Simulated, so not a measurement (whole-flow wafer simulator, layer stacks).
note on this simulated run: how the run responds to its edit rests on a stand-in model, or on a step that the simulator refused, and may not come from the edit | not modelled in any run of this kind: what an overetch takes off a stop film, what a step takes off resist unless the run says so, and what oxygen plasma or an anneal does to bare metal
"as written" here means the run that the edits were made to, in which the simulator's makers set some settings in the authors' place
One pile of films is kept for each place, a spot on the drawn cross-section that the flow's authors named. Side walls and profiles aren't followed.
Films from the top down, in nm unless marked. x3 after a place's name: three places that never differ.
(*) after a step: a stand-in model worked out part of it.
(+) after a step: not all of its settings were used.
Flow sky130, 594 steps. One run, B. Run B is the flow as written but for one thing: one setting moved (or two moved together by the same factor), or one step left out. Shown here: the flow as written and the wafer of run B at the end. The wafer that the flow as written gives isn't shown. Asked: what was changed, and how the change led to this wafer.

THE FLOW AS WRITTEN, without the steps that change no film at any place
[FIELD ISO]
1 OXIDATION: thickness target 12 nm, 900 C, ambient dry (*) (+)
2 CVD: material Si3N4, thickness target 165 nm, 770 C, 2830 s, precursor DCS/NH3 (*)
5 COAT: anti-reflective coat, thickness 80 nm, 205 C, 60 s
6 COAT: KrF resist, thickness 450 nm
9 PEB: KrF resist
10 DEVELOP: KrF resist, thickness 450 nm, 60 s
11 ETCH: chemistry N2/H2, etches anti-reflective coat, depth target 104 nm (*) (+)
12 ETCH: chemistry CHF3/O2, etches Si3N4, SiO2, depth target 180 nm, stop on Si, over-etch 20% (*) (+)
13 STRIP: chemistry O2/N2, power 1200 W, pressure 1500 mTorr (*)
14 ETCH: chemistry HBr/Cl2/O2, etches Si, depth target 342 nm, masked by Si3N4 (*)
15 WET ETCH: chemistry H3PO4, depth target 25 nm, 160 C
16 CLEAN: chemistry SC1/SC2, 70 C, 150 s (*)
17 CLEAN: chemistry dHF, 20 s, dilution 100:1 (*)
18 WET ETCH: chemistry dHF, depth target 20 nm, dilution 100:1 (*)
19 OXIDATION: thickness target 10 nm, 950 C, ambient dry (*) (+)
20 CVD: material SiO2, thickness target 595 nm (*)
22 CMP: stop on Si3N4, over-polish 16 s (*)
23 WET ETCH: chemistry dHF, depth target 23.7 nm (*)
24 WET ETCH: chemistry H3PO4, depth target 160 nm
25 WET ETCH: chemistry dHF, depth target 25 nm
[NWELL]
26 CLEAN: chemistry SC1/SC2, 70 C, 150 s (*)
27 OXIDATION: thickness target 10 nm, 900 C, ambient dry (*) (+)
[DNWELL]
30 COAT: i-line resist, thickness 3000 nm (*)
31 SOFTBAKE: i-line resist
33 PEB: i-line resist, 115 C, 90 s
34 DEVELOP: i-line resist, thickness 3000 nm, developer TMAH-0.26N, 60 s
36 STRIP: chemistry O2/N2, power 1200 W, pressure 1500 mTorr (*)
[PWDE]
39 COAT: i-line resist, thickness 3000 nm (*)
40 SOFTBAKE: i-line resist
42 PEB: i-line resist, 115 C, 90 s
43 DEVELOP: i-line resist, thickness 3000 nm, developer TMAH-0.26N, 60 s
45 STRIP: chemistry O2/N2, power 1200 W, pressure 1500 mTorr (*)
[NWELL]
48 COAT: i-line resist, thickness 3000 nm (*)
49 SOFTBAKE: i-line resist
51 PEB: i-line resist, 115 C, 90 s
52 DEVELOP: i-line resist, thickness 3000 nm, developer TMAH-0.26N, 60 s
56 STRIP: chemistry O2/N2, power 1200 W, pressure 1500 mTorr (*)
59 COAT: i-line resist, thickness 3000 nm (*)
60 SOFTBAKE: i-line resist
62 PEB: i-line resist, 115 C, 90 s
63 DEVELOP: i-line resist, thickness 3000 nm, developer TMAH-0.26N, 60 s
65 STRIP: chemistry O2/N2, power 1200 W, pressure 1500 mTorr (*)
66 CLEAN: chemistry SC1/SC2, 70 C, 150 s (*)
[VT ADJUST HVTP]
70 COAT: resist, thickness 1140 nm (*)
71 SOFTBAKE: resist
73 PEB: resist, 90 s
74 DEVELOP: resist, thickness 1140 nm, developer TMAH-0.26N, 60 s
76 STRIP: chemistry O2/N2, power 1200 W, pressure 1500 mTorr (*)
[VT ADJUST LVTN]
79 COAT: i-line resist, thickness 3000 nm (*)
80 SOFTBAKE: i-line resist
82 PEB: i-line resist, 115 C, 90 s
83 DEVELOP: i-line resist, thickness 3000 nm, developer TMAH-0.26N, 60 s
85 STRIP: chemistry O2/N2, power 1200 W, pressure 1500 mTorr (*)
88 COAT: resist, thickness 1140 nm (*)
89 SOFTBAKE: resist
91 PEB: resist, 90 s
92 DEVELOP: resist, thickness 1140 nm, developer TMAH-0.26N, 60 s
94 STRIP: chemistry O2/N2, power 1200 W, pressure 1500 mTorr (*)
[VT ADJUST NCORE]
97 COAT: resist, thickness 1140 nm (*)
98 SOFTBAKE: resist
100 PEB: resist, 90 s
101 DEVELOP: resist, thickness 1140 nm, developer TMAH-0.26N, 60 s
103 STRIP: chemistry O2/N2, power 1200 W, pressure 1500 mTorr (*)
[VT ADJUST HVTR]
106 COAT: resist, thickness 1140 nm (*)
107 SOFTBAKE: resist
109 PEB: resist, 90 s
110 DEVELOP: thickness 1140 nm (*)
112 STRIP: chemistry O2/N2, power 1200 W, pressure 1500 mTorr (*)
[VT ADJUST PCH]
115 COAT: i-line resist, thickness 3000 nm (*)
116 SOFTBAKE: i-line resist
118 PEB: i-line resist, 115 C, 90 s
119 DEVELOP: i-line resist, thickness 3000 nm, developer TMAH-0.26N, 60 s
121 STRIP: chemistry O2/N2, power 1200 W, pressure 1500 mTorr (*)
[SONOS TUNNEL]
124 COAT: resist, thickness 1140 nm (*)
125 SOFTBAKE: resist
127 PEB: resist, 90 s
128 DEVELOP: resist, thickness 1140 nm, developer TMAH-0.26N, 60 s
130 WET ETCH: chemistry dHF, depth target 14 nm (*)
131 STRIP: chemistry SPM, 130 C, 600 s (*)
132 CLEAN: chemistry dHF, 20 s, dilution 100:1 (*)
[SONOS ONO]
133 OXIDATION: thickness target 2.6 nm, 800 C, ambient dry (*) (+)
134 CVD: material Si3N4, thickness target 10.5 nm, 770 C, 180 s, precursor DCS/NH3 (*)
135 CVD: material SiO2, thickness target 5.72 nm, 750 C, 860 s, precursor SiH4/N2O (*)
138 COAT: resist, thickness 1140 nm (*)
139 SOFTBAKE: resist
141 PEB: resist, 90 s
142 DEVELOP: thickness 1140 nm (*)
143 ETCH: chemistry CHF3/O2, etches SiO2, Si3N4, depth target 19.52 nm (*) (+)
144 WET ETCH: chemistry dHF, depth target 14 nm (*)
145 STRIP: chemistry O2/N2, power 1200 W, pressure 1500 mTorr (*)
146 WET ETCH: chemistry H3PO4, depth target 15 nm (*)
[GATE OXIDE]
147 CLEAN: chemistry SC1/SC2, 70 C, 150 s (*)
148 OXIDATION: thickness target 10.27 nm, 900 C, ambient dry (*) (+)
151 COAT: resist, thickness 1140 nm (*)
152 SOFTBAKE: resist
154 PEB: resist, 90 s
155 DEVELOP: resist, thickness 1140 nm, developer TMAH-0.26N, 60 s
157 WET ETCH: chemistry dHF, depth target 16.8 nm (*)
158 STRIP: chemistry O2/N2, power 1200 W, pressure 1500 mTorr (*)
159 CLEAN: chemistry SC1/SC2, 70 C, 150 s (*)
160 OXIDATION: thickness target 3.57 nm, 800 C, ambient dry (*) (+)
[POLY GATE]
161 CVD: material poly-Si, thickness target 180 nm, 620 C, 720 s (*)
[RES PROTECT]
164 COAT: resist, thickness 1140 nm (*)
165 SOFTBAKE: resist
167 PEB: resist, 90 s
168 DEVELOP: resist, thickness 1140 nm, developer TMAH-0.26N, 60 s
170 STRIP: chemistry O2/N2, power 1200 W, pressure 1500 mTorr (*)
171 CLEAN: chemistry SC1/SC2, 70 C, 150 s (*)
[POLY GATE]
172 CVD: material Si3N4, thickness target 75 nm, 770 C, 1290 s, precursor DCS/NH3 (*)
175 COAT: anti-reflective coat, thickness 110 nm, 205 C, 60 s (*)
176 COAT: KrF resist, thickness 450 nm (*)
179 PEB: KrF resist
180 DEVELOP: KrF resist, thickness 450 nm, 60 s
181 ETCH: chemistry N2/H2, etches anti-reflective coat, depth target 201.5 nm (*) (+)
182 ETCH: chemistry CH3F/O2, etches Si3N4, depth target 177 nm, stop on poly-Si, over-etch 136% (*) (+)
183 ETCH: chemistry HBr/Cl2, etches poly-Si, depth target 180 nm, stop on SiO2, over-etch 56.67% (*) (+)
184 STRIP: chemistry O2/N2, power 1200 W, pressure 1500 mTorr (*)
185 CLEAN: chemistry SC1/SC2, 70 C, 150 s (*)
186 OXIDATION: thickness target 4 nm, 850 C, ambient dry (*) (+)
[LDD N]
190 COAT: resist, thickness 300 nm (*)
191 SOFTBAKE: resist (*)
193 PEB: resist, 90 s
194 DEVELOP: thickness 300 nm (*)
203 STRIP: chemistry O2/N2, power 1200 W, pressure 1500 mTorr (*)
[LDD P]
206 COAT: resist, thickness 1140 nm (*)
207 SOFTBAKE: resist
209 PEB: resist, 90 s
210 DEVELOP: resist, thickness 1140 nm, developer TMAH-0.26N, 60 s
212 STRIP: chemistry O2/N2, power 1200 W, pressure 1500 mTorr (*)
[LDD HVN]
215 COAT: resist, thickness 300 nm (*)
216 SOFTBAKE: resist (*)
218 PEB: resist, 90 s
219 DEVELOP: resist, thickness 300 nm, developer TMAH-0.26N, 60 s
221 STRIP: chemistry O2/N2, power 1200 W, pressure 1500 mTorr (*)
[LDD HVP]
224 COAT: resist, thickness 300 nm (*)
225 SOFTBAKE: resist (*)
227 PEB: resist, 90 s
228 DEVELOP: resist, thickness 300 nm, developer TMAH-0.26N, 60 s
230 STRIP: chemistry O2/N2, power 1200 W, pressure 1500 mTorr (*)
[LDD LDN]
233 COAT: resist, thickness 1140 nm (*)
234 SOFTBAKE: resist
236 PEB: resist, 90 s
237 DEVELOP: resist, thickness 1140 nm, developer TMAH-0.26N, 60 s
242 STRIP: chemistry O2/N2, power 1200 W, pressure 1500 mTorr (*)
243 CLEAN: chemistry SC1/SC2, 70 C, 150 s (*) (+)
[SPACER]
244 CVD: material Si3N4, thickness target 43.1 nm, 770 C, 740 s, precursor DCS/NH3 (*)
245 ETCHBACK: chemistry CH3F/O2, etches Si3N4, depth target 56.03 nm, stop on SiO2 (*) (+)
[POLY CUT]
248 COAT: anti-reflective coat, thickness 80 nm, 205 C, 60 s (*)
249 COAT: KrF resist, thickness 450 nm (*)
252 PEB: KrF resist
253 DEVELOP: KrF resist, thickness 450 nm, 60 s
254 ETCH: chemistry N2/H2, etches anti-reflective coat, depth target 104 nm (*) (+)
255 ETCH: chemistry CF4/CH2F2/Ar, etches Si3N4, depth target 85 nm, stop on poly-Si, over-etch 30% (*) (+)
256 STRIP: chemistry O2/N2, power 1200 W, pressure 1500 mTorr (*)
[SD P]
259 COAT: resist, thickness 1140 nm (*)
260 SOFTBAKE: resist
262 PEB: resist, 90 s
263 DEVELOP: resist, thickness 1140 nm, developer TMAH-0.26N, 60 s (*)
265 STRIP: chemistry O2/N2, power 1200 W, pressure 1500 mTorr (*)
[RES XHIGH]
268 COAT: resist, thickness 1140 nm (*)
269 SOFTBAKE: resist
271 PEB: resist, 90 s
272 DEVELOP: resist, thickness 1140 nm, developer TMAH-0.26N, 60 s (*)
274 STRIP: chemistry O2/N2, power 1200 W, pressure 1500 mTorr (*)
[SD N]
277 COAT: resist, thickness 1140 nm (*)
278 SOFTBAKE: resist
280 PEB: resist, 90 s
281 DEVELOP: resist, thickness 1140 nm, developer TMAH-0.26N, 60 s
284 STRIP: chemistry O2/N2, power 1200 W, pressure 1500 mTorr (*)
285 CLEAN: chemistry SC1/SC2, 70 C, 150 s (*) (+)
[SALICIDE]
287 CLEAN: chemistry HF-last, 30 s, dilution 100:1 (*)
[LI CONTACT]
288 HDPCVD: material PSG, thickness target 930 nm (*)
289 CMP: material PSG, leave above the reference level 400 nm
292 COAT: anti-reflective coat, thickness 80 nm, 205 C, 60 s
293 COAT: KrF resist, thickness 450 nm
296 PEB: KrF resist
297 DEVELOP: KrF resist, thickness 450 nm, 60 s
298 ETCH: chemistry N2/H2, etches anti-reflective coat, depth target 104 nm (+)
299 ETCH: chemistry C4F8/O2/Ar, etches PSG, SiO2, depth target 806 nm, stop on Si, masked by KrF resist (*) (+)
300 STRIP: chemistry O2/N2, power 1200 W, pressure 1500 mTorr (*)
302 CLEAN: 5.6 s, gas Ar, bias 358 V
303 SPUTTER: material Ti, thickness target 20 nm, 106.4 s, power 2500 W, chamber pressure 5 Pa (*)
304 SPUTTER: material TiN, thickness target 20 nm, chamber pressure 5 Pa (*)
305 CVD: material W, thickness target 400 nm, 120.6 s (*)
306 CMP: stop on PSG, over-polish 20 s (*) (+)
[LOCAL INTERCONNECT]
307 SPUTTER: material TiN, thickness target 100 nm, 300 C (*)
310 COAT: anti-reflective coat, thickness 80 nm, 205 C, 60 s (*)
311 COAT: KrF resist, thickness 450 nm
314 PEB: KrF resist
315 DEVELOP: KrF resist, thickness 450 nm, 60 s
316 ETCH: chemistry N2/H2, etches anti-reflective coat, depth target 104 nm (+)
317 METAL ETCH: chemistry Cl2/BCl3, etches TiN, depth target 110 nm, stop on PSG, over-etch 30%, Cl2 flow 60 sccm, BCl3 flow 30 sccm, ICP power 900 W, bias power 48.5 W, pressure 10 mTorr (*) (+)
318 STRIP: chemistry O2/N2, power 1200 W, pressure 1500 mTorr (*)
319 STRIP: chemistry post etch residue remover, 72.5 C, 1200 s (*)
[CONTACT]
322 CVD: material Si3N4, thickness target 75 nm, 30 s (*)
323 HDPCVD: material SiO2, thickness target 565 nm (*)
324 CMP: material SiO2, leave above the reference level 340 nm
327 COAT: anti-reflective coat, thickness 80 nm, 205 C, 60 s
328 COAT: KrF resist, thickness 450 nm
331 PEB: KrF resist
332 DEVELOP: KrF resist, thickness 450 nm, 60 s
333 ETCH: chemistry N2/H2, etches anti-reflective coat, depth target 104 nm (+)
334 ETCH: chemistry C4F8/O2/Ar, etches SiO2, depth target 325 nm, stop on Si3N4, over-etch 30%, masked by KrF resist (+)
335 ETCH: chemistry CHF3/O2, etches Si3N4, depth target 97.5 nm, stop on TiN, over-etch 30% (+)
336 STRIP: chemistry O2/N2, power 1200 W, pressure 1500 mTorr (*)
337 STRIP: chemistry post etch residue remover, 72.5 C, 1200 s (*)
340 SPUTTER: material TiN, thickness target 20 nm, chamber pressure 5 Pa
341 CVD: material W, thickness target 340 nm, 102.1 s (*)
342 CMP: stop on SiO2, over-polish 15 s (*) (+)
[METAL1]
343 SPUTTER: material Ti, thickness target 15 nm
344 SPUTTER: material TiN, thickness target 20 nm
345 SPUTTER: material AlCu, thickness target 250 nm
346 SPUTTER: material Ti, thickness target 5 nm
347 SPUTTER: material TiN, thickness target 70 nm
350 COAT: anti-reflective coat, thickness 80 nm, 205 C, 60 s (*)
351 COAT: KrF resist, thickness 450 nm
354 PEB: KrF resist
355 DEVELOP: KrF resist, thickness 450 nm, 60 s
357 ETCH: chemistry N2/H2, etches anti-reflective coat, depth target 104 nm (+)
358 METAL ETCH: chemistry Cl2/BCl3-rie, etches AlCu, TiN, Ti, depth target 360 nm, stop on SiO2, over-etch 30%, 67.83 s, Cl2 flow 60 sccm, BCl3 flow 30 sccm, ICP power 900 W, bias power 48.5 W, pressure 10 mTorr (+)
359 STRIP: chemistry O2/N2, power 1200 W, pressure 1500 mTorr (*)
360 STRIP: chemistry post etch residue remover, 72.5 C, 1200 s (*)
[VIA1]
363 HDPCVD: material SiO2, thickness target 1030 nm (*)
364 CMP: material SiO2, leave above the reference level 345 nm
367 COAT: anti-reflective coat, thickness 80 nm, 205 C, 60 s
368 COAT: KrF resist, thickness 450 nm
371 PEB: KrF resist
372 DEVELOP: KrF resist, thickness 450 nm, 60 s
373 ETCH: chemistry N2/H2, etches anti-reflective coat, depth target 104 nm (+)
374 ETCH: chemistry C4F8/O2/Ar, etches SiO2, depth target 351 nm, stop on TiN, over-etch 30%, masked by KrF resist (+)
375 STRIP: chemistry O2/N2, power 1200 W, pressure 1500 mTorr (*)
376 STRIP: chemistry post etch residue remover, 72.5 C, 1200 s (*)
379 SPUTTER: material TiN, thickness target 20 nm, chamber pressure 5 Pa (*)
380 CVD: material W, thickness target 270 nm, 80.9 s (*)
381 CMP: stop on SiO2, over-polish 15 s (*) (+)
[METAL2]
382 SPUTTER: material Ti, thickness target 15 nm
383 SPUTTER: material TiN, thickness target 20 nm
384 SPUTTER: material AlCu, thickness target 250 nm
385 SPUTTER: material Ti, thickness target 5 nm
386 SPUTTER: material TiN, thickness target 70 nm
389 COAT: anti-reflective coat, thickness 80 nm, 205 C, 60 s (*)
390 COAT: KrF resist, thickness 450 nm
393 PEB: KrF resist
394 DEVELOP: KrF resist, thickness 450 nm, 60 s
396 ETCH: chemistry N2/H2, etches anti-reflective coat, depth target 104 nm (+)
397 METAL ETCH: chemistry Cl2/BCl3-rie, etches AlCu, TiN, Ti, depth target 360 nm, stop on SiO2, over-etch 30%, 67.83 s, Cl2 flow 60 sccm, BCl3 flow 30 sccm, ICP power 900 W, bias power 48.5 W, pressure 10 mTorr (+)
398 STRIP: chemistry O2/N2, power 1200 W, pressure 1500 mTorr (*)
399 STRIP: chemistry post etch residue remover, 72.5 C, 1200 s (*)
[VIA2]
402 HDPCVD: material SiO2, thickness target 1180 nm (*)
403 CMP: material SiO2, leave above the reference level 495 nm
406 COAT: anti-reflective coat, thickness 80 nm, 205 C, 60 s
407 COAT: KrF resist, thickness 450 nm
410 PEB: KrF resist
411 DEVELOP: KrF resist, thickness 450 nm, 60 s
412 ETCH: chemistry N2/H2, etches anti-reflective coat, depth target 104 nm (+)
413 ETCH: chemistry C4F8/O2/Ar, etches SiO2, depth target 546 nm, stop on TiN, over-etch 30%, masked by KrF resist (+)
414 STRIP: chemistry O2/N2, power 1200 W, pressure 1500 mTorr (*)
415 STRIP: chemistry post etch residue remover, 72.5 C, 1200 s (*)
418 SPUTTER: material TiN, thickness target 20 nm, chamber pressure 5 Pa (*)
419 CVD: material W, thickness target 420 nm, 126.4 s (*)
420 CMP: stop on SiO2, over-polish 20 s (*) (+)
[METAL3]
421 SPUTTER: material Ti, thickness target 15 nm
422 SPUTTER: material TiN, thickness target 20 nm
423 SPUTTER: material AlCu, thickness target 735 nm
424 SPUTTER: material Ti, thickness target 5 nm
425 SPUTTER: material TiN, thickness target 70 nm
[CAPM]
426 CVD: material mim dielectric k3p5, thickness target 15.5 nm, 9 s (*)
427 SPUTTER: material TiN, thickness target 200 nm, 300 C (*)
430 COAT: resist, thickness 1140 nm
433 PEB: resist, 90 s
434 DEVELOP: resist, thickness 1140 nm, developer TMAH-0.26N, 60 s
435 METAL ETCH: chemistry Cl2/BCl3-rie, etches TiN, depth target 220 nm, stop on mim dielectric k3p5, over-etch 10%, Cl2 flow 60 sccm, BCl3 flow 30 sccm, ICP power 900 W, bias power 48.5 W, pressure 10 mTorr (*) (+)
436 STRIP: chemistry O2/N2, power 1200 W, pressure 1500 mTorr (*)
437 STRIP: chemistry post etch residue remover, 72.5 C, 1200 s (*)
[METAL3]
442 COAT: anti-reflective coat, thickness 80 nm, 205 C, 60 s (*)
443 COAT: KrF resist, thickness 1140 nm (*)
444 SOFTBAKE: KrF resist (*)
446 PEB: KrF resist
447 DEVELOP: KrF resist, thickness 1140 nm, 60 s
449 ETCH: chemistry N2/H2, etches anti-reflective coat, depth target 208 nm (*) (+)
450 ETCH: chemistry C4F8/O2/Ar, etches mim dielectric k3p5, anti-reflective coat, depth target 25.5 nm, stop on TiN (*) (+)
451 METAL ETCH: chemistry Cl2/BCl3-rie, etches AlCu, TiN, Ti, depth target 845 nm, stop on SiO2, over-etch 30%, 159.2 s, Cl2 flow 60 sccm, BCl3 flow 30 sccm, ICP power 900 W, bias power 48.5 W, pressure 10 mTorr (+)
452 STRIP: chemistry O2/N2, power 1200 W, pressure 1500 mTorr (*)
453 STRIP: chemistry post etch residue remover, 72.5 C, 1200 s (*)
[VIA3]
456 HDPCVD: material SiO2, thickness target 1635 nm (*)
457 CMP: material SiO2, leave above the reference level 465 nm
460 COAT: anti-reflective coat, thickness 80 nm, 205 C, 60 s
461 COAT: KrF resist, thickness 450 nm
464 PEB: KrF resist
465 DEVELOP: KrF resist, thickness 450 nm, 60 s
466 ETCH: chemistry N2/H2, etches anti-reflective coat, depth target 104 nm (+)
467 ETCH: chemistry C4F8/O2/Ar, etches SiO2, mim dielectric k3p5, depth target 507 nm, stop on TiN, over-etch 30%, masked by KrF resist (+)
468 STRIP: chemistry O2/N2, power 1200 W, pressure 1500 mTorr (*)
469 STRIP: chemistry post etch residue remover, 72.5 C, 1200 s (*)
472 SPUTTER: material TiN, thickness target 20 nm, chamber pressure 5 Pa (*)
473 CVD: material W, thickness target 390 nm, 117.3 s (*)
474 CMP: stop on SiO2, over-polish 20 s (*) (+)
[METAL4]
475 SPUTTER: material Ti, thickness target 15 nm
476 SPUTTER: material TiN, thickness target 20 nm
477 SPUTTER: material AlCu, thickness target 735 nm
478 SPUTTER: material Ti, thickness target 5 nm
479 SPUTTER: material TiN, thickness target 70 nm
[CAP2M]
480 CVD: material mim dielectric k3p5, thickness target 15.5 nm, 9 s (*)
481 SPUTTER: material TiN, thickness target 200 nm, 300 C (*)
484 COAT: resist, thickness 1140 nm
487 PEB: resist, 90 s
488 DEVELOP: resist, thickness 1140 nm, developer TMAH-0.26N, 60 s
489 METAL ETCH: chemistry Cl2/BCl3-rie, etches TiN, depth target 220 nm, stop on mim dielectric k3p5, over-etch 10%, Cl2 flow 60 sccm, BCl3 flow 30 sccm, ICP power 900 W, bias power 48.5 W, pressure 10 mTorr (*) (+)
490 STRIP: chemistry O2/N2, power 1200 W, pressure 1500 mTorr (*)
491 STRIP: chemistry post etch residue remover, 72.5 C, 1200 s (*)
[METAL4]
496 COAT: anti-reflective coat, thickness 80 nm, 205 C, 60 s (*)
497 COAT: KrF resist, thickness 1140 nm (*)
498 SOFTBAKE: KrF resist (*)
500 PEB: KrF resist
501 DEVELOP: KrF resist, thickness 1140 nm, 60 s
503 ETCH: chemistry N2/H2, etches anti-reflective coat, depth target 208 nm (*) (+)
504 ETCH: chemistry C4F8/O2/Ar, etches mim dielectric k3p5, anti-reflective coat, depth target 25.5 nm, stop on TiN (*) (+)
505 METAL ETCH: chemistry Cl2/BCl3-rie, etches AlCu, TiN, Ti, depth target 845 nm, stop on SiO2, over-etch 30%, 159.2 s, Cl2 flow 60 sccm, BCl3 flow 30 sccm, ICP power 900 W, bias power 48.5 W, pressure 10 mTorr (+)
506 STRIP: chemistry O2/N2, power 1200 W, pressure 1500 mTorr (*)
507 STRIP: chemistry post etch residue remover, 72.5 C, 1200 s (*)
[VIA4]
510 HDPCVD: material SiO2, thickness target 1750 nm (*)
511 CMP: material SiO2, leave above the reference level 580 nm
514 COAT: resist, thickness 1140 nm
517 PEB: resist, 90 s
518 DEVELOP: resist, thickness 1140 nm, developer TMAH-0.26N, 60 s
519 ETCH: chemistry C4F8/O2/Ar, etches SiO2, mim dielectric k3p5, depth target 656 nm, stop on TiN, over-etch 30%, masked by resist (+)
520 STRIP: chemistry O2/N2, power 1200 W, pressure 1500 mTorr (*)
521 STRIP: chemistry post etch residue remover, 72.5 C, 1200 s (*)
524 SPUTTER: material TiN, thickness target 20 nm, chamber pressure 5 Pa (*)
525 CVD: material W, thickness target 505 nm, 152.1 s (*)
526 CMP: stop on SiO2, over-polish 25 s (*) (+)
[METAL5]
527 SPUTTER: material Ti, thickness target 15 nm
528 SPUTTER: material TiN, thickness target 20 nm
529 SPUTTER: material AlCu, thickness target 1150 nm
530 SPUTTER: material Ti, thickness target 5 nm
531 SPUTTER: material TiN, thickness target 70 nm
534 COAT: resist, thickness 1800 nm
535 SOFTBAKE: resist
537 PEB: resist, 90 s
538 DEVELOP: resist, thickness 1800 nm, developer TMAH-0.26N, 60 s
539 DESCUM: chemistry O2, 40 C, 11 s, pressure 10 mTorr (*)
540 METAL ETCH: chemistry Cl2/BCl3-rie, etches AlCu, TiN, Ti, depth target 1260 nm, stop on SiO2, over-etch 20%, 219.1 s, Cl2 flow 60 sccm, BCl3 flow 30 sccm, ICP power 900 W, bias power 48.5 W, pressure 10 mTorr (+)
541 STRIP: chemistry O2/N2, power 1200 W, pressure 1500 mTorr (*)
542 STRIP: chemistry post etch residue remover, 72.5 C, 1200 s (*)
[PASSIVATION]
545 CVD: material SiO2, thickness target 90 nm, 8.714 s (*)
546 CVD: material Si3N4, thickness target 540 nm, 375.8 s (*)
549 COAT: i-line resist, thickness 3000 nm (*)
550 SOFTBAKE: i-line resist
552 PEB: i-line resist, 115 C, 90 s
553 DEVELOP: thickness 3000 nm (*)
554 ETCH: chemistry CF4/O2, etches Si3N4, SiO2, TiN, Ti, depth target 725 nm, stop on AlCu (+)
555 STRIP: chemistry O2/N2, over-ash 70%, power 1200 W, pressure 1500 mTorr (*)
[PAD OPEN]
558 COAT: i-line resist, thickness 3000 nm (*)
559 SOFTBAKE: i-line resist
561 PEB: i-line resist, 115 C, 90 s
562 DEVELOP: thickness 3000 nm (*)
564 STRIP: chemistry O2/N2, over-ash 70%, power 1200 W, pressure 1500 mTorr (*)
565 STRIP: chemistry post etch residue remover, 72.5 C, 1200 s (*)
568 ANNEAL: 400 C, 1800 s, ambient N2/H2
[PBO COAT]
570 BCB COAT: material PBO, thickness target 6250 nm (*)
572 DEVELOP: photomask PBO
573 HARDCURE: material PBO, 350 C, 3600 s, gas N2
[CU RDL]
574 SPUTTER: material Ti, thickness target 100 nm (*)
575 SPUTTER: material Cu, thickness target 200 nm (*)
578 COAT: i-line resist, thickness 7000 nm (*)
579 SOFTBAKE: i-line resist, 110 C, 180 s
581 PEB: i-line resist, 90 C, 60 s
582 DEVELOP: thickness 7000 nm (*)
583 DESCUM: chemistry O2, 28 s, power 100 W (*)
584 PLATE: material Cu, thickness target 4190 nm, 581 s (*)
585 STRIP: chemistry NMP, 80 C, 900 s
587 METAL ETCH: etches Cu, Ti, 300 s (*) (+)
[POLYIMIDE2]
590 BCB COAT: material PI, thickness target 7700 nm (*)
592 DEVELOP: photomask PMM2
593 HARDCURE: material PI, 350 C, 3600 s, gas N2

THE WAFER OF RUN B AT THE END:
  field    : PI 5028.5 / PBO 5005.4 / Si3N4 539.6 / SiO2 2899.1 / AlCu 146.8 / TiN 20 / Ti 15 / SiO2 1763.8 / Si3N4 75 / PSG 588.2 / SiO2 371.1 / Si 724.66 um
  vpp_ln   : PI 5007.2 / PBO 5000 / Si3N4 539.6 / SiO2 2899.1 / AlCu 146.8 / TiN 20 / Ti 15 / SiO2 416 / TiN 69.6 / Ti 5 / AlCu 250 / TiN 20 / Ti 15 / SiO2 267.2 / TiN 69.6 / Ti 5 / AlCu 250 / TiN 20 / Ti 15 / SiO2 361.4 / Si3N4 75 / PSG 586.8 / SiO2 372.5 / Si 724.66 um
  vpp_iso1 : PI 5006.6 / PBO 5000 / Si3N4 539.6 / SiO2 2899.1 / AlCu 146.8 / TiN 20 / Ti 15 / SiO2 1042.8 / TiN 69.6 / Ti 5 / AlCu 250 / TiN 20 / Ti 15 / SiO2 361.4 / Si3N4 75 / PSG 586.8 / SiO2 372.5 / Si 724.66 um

The cause: step 423, SPUTTER: thickness target 1176 nm was run, where the flow has thickness target 735 nm.

How the change led to this, step by step:
  423 SPUTTER: material AlCu, thickness target 735 nm
      field, active, n_well and 188 more: AlCu +1176 (new film) (as written it would be: AlCu +735 (new film))
  451 METAL ETCH: chemistry Cl2/BCl3-rie, etches AlCu, TiN, Ti, depth target 845 nm, stop on SiO2, over-etch 30%, 159.2 s, Cl2 flow 60 sccm, BCl3 flow 30 sccm, ICP power 900 W, bias power 48.5 W, pressure 10 mTorr (+)
      field, active, gate and 69 more: TiN -70 (all of it), Ti -5 (all of it), AlCu -1023.5 (as written it would be: TiN -70 (all of it), Ti -5 (all of it), AlCu -735 (all of it), TiN -20 (all of it), Ti -15 (all of it), SiO2 -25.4)
      vpp_ln, vpp_iso2, ndiff_ln and 10 more: TiN -70 (all of it), Ti -5 (all of it), AlCu -1023.5 (as written it would be: TiN -70 (all of it), Ti -5 (all of it), AlCu -735 (all of it), TiN -20 (all of it), Ti -15 (all of it), SiO2 -25.3)
  453 STRIP: chemistry post etch residue remover, 72.5 C, 1200 s (*)
      field, active, gate and 82 more: AlCu -5.72 (as written it would be: nothing)
  456 HDPCVD: material SiO2, thickness target 1635 nm (*)
      field, active, gate and 82 more: SiO2 +1635 (new film) (as written it would be: SiO2 +1635)
  457 CMP: material SiO2, leave above the reference level 465 nm
      field, active, gate and 82 more: SiO2 -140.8 (as written it would be: SiO2 -374.7)
Counting metal films that touch as one body, field has 1 body; the flow as written gives 0 bodies.
Counting metal films that touch as one body, vpp_ln has 3 bodies (between them, from the top down: SiO2 416; SiO2 267.2); the flow as written gives 2 bodies (between them, from the top down: SiO2 267.2).
Counting metal films that touch as one body, vpp_iso1 has 2 bodies (between them, from the top down: SiO2 1042.8); the flow as written gives 1 body.
